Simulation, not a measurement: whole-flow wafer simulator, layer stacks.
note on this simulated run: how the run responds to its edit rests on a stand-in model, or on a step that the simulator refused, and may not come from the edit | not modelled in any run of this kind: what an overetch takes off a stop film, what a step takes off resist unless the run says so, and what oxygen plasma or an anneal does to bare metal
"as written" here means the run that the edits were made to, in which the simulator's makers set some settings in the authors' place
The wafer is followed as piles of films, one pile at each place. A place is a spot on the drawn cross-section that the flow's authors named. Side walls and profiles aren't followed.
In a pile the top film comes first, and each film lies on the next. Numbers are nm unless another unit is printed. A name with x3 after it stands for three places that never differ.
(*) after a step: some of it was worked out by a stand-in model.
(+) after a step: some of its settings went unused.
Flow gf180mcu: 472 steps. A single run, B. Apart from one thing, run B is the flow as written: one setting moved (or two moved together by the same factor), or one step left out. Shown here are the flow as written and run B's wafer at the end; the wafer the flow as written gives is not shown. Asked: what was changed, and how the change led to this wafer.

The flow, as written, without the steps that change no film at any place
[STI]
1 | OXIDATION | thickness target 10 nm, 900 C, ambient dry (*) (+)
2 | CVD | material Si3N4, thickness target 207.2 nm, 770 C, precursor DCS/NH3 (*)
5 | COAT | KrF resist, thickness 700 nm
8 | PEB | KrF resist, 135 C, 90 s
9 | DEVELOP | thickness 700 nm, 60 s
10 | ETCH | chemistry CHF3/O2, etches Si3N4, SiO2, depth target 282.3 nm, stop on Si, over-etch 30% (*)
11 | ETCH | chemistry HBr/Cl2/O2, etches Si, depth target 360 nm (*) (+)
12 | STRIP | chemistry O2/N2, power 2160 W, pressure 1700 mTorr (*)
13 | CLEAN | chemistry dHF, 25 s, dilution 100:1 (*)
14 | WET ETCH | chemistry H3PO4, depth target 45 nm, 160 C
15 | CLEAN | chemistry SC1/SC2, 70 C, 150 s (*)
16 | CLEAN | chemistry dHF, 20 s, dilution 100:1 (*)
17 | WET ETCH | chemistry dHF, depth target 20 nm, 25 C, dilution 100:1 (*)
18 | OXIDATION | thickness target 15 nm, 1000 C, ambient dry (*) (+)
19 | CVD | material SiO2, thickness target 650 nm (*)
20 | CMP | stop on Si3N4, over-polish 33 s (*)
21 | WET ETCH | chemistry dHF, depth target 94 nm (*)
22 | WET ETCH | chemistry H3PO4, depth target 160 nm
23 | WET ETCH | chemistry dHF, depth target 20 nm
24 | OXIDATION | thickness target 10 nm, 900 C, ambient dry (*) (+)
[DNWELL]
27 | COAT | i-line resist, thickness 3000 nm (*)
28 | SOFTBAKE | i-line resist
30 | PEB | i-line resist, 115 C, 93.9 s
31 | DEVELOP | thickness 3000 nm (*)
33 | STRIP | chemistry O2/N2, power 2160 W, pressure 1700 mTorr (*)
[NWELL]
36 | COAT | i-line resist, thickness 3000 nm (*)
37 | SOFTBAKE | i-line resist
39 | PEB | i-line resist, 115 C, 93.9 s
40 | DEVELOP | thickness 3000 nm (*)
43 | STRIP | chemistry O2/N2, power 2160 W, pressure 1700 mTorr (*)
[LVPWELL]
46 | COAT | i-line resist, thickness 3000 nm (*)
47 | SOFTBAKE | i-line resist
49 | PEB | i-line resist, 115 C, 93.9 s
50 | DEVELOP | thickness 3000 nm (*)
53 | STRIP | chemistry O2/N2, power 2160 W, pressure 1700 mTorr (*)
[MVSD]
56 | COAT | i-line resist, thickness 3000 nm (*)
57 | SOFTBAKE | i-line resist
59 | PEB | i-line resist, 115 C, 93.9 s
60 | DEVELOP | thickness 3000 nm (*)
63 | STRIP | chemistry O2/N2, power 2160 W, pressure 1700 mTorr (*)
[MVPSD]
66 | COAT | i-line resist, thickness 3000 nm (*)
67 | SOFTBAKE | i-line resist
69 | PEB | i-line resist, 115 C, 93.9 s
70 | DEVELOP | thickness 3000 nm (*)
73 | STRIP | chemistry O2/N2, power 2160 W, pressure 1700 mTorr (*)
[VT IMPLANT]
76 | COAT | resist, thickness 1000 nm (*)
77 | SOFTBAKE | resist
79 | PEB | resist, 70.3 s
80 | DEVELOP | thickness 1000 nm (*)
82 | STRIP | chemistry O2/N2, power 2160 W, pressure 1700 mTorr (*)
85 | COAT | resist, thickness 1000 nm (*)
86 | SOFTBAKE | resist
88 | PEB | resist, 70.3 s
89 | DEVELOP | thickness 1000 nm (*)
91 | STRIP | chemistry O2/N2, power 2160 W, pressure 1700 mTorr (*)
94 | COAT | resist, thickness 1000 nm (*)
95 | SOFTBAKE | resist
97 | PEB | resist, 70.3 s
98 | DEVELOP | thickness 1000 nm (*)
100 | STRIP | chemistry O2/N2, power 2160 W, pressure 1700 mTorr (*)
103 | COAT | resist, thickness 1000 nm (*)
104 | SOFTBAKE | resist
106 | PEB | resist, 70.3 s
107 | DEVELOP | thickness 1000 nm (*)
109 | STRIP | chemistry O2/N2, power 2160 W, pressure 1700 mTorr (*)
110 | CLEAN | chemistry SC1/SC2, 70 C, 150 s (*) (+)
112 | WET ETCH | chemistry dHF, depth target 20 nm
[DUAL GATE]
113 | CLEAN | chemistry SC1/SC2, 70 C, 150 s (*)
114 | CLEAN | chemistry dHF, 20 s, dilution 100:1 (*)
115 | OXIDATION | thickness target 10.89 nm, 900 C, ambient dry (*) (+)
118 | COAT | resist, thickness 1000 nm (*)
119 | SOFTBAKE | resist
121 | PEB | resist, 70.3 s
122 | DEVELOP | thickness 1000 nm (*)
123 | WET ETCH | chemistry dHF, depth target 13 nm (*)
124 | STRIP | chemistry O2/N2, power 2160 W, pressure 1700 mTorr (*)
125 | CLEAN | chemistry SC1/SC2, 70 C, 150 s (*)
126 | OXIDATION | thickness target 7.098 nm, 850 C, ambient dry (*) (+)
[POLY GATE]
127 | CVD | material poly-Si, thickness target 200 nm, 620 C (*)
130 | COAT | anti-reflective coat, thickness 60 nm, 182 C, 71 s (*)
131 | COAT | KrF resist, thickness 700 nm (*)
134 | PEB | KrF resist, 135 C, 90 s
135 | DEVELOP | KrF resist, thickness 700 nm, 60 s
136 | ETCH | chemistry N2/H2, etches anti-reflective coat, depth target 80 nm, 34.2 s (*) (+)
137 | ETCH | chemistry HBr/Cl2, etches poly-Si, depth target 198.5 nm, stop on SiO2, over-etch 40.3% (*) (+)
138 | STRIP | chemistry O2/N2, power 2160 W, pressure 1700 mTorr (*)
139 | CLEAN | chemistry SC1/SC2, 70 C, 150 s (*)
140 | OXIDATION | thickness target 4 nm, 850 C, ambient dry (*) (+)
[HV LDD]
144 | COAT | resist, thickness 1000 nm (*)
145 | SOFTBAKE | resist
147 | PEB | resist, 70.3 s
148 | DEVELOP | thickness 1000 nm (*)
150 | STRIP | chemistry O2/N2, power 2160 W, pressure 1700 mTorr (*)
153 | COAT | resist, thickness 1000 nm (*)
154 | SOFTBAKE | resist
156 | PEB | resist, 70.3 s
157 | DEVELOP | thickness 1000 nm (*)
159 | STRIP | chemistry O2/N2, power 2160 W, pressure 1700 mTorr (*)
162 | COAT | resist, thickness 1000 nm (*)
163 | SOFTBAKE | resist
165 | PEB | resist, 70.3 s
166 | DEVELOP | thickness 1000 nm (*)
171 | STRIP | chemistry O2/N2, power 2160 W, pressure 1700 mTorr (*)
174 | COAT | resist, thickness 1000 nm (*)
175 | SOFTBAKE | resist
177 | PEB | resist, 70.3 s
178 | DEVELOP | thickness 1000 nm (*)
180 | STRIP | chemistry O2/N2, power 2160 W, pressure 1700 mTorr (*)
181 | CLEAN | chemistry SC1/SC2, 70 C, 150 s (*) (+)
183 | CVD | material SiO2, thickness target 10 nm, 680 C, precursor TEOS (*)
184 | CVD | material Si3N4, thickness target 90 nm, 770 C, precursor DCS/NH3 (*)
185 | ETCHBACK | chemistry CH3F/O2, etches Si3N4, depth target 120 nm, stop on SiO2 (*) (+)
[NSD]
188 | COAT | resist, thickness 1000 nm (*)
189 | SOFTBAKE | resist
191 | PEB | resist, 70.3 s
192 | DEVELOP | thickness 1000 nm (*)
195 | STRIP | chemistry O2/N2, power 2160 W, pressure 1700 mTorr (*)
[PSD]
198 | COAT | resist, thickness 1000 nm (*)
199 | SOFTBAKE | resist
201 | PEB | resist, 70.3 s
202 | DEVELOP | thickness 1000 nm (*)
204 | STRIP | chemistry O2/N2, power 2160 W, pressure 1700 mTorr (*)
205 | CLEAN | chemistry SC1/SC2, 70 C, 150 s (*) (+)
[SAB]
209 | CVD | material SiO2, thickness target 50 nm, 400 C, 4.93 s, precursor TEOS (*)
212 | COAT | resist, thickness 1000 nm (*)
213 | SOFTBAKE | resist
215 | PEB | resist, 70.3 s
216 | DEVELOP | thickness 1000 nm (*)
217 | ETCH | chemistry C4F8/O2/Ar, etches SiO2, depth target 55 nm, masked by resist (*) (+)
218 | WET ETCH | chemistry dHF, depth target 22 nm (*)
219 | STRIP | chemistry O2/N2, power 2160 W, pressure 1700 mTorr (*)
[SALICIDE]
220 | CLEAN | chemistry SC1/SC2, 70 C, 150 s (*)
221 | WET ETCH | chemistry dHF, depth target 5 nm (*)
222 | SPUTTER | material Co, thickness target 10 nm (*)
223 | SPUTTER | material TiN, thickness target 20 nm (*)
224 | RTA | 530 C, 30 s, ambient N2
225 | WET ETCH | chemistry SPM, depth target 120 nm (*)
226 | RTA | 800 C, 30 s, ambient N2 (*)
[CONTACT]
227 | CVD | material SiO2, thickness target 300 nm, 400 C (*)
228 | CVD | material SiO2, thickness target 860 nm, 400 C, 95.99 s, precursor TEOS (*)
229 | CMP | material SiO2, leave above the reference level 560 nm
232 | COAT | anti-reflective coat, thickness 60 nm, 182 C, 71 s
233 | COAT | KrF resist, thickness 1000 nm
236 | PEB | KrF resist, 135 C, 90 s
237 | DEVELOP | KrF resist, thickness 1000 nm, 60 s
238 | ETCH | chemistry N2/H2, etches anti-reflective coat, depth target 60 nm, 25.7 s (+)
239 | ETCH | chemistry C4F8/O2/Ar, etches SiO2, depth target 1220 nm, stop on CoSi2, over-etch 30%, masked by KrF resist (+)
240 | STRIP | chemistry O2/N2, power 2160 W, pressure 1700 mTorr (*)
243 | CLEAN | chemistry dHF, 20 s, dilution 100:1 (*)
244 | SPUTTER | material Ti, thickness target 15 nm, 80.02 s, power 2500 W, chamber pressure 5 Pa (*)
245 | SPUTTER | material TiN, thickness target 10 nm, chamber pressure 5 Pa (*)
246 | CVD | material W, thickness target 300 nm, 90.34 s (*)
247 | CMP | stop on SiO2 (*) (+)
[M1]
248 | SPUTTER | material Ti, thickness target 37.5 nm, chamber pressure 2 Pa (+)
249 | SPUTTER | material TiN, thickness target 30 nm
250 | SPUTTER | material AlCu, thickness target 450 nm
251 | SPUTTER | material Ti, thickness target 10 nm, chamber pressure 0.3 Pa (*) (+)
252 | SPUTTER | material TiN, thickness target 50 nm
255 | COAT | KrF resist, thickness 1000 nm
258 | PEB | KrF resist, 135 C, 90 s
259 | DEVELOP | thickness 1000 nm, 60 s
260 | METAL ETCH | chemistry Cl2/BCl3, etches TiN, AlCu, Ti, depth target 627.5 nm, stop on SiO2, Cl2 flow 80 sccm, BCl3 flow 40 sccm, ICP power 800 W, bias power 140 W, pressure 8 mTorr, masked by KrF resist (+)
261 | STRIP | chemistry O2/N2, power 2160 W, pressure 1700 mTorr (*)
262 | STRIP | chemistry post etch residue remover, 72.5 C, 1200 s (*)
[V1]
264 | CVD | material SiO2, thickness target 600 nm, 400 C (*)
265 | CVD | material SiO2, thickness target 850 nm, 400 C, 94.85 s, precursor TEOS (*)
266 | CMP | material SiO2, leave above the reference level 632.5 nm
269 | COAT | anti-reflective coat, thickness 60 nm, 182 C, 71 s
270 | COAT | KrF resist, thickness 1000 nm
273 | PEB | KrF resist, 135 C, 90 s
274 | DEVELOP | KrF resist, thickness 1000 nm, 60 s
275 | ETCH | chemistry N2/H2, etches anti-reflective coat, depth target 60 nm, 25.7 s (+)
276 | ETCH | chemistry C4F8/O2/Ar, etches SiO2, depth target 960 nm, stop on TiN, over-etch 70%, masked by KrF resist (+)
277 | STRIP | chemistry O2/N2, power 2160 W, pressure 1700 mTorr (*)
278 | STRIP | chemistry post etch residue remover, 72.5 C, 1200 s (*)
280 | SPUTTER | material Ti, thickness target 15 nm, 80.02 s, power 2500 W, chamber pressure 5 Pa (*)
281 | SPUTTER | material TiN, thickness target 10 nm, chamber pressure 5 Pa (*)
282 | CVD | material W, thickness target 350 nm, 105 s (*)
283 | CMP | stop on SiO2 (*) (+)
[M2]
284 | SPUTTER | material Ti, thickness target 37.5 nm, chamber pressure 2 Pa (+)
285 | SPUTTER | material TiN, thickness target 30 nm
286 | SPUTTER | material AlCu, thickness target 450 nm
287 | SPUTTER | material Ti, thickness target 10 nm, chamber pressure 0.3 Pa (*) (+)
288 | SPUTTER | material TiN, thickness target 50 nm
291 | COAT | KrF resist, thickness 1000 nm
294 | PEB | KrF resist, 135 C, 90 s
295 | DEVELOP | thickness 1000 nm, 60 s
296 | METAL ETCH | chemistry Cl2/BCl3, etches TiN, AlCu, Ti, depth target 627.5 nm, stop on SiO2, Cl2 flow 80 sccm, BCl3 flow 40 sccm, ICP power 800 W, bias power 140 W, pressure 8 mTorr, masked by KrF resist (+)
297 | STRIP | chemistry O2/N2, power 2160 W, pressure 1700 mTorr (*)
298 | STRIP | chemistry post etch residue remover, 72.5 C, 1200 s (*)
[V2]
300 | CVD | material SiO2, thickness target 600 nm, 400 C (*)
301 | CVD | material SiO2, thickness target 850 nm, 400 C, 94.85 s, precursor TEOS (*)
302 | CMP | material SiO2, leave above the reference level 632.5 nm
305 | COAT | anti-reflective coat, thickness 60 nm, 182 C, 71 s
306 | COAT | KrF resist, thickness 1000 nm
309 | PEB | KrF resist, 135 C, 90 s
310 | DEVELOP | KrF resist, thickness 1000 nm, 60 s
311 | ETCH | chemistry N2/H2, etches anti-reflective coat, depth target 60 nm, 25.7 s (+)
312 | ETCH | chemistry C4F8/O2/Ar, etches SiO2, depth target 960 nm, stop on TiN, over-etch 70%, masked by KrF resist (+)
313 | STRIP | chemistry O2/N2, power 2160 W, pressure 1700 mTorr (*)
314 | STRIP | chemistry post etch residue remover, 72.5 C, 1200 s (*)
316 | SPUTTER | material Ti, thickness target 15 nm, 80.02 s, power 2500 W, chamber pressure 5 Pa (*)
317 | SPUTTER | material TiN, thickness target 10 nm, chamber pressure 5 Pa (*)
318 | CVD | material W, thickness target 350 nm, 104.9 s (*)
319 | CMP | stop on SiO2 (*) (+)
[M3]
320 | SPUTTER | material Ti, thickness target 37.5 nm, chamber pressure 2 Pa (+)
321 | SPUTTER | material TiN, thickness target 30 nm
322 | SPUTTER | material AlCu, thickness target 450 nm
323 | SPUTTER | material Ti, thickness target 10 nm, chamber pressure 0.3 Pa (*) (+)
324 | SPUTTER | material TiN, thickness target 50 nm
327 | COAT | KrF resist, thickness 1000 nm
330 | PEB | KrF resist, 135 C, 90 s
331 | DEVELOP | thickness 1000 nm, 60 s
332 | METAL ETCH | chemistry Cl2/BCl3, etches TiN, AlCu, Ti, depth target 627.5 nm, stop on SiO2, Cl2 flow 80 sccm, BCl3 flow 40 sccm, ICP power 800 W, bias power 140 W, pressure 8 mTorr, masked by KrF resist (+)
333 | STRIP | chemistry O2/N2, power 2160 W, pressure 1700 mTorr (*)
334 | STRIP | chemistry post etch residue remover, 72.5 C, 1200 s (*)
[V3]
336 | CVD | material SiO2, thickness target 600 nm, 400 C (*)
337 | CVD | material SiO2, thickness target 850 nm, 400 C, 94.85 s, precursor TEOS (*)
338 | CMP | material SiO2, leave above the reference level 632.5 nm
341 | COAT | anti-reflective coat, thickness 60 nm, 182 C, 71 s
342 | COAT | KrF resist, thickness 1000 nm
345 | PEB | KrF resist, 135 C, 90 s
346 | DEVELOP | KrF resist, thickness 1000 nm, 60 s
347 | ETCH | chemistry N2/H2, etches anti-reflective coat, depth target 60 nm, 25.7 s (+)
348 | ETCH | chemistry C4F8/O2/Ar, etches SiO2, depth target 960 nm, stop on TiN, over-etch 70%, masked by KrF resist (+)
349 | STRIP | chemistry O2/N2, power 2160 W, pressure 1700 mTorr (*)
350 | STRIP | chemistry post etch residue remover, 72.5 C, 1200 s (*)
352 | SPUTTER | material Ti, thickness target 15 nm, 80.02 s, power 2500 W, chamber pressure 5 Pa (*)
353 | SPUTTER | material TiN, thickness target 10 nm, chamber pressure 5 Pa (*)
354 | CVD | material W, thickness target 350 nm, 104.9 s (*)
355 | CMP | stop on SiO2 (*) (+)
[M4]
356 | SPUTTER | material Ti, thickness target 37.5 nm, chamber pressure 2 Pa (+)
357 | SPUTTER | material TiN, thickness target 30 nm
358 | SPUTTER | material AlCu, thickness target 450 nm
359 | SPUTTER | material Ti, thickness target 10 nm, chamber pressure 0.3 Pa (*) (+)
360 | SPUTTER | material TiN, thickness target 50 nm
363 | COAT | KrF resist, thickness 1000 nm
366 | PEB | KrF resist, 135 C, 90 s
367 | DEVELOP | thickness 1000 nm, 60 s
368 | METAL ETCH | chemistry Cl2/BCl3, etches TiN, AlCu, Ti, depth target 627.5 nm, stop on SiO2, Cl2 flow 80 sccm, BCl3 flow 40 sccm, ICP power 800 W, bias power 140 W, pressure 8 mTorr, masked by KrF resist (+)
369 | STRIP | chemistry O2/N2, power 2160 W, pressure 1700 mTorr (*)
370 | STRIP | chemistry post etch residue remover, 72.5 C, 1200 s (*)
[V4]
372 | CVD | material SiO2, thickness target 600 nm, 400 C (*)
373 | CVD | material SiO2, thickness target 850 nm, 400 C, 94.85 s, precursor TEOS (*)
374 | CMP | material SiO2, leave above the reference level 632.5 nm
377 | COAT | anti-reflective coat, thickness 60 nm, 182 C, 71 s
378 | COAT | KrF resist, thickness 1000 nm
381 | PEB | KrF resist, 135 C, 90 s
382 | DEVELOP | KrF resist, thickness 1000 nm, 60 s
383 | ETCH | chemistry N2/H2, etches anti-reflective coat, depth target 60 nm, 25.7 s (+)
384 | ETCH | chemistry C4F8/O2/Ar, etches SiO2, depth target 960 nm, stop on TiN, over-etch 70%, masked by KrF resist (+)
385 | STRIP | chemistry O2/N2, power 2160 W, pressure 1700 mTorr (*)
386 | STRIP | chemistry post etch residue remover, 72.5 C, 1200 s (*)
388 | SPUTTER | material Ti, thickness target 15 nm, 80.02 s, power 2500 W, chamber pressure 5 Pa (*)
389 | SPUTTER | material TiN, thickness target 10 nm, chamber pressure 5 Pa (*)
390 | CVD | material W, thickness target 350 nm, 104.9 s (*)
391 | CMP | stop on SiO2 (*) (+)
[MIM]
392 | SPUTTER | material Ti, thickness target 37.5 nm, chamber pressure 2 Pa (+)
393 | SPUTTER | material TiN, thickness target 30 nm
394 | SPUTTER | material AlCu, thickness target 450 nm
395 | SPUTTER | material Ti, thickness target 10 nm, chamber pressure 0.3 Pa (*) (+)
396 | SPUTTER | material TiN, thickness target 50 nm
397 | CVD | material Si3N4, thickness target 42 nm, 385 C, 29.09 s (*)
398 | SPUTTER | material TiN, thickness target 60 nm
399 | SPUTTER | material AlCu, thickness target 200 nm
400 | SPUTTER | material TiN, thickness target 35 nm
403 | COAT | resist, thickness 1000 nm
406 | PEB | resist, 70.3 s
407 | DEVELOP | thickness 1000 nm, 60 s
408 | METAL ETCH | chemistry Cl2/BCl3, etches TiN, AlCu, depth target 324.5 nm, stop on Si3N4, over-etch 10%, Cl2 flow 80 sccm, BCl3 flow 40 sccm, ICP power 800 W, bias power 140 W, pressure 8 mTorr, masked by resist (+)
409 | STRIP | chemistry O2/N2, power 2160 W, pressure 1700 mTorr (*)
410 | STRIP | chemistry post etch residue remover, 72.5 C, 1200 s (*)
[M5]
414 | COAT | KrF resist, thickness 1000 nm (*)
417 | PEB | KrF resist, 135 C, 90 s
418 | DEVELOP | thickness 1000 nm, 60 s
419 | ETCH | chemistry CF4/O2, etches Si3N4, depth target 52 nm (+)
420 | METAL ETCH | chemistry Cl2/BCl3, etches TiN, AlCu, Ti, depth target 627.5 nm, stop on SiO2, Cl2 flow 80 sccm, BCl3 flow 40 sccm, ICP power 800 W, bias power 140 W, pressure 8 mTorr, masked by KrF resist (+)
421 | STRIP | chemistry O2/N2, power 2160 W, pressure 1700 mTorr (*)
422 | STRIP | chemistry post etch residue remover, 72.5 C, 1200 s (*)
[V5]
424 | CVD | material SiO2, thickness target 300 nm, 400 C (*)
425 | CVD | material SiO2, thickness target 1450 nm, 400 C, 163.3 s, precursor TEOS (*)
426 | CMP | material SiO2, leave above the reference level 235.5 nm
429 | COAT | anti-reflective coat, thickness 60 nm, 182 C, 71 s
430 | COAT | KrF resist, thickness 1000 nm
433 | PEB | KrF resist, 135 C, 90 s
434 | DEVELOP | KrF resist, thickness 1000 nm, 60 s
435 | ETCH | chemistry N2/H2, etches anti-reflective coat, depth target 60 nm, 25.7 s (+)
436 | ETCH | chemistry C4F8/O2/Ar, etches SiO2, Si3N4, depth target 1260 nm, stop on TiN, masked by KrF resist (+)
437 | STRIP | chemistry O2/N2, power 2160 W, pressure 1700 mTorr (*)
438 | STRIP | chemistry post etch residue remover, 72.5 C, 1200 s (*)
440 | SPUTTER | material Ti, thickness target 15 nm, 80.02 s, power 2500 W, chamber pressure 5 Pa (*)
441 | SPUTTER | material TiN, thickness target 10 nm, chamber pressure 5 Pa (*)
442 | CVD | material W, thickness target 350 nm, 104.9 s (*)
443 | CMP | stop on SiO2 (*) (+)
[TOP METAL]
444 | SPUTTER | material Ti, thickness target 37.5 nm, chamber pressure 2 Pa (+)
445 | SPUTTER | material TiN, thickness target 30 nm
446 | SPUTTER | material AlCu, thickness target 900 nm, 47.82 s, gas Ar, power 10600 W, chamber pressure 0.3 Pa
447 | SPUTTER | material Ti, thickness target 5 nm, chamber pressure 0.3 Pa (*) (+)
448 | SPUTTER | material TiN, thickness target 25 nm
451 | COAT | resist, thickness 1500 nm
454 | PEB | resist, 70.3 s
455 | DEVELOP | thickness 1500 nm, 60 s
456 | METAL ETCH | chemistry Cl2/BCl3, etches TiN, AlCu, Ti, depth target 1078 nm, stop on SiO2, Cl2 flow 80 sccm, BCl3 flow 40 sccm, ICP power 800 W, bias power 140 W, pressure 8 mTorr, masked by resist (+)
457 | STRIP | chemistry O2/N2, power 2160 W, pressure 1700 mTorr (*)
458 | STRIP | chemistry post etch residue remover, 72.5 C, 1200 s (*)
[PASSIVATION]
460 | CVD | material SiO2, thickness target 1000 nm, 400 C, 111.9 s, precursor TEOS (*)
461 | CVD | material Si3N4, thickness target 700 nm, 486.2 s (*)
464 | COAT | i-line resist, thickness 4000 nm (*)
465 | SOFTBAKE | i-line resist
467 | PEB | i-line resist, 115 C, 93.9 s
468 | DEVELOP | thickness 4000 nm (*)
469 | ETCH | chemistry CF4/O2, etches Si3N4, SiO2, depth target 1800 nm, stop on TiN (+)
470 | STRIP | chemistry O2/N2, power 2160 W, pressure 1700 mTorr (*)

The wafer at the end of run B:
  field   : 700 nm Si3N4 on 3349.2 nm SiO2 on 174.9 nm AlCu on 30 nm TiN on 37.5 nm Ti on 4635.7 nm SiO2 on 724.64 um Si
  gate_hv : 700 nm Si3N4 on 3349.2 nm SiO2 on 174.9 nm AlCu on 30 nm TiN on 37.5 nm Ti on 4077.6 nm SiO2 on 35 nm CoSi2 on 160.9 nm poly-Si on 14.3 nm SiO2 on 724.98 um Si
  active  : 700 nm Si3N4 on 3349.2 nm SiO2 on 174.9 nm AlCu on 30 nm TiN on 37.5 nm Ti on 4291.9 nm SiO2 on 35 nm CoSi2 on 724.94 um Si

What caused this: step 368, METAL ETCH: depth target 329.4 nm was run, though the flow has depth target 627.5 nm.

Step by step, how the change led to this:
  368 | METAL ETCH | chemistry Cl2/BCl3, etches TiN, AlCu, Ti, depth target 627.5 nm, stop on SiO2, Cl2 flow 80 sccm, BCl3 flow 40 sccm, ICP power 800 W, bias power 140 W, pressure 8 mTorr, masked by KrF resist (+)
      field, field__w1, field__w2 and 103 more: -50 TiN (all of it), -10 Ti (all of it), -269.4 AlCu (it would be, as written: -50 TiN (all of it), -10 Ti (all of it), -450 AlCu (all of it), -30 TiN (all of it), -37.5 Ti (all of it))
      field__w8, contact, m1, m1__w1, m1_nw: -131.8 KrF resist (it would be, as written: -251 KrF resist)
  369 | STRIP | chemistry O2/N2, power 2160 W, pressure 1700 mTorr (*)
      field__w8, contact, m1, m1__w1, m1_nw: -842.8 KrF resist (all of it) (it would be, as written: -723.5 KrF resist (all of it))
  370 | STRIP | chemistry post etch residue remover, 72.5 C, 1200 s (*)
      field, field__w1, field__w2 and 103 more: -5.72 AlCu (it would be, as written: nothing)
  372 | CVD | material SiO2, thickness target 600 nm, 400 C (*)
      field, field__w1, field__w2 and 103 more: +600 SiO2 (new film) (it would be, as written: +600 SiO2)
  374 | CMP | material SiO2, leave above the reference level 632.5 nm
      field, field__w1, field__w2 and 103 more: -542.4 SiO2 (it would be, as written: -300 SiO2)
With metal films that touch counted as one body, field has 1 body; the flow as written gives 0 bodies.
With metal films that touch counted as one body, gate_hv has 2 bodies (between them, from the top down: SiO2 4077.6); the flow as written gives 1 body.
With metal films that touch counted as one body, active has 2 bodies (between them, from the top down: SiO2 4291.9); the flow as written gives 1 body.
